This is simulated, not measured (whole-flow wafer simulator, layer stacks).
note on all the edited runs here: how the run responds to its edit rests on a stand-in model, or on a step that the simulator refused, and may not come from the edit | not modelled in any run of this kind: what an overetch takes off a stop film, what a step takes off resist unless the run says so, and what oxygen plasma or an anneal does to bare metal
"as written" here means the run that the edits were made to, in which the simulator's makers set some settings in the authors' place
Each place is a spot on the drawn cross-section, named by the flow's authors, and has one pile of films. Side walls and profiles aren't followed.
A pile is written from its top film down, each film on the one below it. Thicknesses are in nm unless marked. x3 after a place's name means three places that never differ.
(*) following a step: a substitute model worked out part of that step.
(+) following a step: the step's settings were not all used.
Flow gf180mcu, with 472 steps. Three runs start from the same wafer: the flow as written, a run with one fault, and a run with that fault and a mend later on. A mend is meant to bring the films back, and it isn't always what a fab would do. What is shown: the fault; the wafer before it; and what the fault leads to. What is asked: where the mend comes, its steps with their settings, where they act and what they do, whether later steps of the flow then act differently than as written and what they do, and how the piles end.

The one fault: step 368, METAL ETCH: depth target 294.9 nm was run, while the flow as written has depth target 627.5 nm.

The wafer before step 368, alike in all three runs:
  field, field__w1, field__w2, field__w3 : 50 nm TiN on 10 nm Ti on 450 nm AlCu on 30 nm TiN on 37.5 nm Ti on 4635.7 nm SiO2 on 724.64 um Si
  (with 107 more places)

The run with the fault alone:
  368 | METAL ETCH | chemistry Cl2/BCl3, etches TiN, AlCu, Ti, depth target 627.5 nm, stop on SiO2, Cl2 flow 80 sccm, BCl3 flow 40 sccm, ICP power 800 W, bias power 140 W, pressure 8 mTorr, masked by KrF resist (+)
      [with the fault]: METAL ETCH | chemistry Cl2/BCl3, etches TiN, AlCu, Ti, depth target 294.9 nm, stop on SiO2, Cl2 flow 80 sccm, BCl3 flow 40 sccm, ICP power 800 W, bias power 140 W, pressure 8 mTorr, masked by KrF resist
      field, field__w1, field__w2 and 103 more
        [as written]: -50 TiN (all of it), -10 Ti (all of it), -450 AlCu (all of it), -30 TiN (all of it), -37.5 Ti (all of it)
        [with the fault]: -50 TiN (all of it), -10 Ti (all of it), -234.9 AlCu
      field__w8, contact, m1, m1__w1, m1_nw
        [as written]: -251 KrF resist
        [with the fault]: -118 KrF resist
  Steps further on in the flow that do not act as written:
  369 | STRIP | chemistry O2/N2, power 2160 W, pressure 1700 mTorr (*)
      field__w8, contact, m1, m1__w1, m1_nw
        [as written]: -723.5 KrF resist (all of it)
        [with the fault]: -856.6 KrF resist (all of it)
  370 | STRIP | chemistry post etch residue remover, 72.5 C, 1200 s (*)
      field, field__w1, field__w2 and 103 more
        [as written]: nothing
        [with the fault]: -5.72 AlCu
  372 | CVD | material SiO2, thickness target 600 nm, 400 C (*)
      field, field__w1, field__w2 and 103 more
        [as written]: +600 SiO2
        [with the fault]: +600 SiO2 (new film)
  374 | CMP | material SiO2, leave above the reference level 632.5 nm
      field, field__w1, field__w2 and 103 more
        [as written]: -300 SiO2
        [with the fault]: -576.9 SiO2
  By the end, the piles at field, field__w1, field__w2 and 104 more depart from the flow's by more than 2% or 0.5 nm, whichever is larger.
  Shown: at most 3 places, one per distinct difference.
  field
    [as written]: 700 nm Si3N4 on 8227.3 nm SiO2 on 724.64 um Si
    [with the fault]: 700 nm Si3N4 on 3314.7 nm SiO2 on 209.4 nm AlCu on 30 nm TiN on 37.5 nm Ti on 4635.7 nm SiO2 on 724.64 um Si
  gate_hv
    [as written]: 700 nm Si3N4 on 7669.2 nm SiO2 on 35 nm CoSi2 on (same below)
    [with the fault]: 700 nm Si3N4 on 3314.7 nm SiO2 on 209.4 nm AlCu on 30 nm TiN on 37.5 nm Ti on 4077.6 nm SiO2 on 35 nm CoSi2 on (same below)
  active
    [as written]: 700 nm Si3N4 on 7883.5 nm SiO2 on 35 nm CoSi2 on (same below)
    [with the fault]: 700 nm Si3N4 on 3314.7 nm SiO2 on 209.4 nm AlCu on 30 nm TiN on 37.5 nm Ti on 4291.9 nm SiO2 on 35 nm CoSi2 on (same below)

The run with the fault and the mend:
  The mend follows step 370.
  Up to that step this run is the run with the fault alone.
  370a | DEHYDRATE | 200 C, 60 s (the flow's step 361 again)
      does not change any film at any place that is followed
  370b | HMDS | 120 C, 60 s (the flow's step 362 again)
      does not change any film at any place that is followed
  370c | COAT | KrF resist, thickness 1000 nm (*) (the flow's step 363 again)
      iso_ptap_pw, iso_ntap_nw, iso_nw_fld and 33 more
        +1000 KrF resist (new film)
      field__w5, field__w9, field__w10 and 15 more
        +1002 KrF resist (new film)
      field__w6, field_sub__w2, field_sub__w4 and 15 more
        +1001.9 KrF resist (new film)
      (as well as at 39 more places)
  370d | SOFTBAKE | KrF resist (the flow's step 364 again)
      does not change any film at any place that is followed
  370e | EXPOSE | photomask Metal4 (the flow's step 365 again)
      does not change any film at any place that is followed
  370f | PEB | KrF resist, 135 C, 90 s (the flow's step 366 again)
      field__w1, field__w2, field__w3 and 58 more
        -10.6 KrF resist
      iso_ptap_pw, iso_ntap_nw, iso_nw_fld and 33 more
        -10.5 KrF resist
      sd_p, gate_p, nw_sep_fld, polyc_n
        -10.7 KrF resist
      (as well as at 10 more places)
  370g | DEVELOP | thickness 1000 nm, 60 s (the flow's step 367 again)
      iso_ptap_pw, iso_ntap_nw, iso_nw_fld and 33 more
        -989.5 KrF resist (all of it)
      field_sub__w2, field_sub__w4, ld_sd_n and 12 more
        -991.3 KrF resist (all of it)
      field__w5, field__w6, field__w9 and 9 more
        -991.4 KrF resist (all of it)
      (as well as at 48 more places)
  370h | METAL ETCH | chemistry Cl2/BCl3, etches TiN, AlCu, Ti, depth target 332.6 nm, stop on SiO2, Cl2 flow 80 sccm, BCl3 flow 40 sccm, ICP power 800 W, bias power 140 W, pressure 8 mTorr, masked by KrF resist (+) (the flow's step 368 again, with other settings)
      field, field__w1, field__w2 and 103 more
        -209.4 AlCu (all of it), -30 TiN (all of it), -37.5 Ti (all of it)
      field__w8, contact, m1, m1__w1, m1_nw
        -133 KrF resist
  370i | STRIP | chemistry O2/N2, power 2160 W, pressure 1700 mTorr (*) (the flow's step 369 again)
      field__w8
        -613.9 KrF resist (all of it)
      contact
        -612.2 KrF resist (all of it)
      m1
        -613.8 KrF resist (all of it)
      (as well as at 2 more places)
  370j | STRIP | chemistry post etch residue remover, 72.5 C, 1200 s (*) (the flow's step 370 again)
      field__w8, contact, m1, m1__w1, m1_nw
        -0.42 TiN
  None of the later steps of the flow differs from how it acts as written, at any place that is followed, by more than 2% or 0.5 nm, whichever is larger.
  At the end the piles are close to the flow's at the places that both follow, differing by at most 2% or 0.5 nm, whichever is larger.
